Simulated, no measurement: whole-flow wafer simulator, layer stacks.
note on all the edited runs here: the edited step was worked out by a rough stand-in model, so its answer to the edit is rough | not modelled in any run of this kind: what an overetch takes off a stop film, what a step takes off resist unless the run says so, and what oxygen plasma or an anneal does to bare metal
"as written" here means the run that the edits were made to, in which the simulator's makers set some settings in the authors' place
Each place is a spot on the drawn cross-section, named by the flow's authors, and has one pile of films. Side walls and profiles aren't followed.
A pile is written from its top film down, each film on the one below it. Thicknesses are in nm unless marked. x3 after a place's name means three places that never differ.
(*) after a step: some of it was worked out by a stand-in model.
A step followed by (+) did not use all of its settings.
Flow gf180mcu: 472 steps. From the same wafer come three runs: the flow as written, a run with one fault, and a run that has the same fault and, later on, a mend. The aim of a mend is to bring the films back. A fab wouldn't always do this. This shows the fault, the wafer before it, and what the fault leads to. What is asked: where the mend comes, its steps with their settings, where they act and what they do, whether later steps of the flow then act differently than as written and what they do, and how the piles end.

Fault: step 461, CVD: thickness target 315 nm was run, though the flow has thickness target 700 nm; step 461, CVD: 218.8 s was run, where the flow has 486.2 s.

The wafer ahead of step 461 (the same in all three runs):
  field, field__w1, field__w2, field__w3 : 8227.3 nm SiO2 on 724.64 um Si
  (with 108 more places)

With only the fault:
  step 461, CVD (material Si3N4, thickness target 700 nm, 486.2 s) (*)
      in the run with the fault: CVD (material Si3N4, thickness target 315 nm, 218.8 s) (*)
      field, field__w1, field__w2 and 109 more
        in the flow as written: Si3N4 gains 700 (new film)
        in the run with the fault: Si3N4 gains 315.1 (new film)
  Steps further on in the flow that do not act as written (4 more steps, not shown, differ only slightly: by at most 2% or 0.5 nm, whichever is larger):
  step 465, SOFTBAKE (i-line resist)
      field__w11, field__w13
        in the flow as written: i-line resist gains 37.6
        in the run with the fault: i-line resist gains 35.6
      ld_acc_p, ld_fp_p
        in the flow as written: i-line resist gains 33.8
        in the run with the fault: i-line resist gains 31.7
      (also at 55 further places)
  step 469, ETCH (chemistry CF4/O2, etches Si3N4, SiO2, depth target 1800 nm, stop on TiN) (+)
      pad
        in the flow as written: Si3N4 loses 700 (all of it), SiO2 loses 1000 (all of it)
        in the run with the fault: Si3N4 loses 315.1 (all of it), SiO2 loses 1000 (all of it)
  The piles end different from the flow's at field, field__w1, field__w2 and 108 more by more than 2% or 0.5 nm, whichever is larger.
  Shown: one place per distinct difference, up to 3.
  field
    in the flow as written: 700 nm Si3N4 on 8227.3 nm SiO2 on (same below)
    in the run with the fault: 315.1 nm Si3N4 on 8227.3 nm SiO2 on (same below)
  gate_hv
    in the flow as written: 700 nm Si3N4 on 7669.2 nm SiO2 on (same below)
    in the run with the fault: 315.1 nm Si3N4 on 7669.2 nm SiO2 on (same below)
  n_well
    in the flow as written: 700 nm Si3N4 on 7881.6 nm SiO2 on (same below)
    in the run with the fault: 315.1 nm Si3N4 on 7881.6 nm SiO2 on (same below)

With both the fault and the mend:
  After step 461 comes the mend.
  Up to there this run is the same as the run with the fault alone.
  step 461a, CVD (material Si3N4, thickness target 385 nm, 267.4 s) (*) (the flow's step 461 again, with other settings)
      field, field__w1, field__w2 and 109 more
        Si3N4 gains 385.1
  None of the later steps of the flow differs from how it acts as written, at any place that is followed, by more than 2% or 0.5 nm, whichever is larger.
  The piles end only slightly different from the flow's at the places that both follow, by no more than 2% or 0.5 nm, whichever is larger.
